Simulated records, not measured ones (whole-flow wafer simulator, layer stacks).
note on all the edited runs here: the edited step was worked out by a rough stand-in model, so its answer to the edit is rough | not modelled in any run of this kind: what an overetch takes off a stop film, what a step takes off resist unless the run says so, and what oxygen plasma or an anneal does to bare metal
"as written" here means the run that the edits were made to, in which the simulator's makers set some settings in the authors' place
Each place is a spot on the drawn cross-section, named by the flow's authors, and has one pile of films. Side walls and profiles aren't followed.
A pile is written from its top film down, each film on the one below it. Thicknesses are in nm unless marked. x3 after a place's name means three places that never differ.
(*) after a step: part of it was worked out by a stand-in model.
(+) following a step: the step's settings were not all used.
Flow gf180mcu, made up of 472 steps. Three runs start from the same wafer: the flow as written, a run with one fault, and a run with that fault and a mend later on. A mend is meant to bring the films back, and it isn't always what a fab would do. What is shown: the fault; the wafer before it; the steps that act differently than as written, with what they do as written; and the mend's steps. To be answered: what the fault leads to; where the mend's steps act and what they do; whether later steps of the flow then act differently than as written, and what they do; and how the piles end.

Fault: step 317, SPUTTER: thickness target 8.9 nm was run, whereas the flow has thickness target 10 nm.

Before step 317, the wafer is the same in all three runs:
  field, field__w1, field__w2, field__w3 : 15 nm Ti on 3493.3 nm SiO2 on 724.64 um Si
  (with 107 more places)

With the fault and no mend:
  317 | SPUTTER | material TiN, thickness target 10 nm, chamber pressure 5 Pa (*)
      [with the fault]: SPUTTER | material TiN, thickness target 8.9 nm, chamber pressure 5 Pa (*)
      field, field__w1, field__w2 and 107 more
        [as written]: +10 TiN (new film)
        [with the fault]: +8.9 TiN (new film)
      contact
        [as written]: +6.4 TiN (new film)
        [with the fault]: +5.7 TiN (new film)
  Steps later in the flow that act otherwise than as written (1 other step is not shown; it differs only slightly, by no more than 2% or 0.5 nm, whichever is larger):
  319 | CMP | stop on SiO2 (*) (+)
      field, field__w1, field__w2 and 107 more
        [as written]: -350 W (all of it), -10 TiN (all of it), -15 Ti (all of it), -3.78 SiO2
        [with the fault]: -350 W (all of it), -8.9 TiN (all of it), -15 Ti (all of it), -3.77 SiO2
  At contact, the piles at the end differ from the flow's by more than 2% or 0.5 nm, whichever is larger.
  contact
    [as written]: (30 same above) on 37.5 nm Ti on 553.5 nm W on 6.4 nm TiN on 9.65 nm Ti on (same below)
    [with the fault]: (30 same above) on 37.5 nm Ti on 554.2 nm W on 5.7 nm TiN on 9.65 nm Ti on (same below)

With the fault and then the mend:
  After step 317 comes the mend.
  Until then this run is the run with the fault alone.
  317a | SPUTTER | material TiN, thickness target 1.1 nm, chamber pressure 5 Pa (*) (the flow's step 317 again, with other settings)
      field, field__w1, field__w2 and 107 more
        +1.1 TiN
      contact
        +0.7 TiN
  None of the later steps of the flow acts differently than as written at any place that is followed.
  By the end, the piles equal the flow's at every place that both follow.
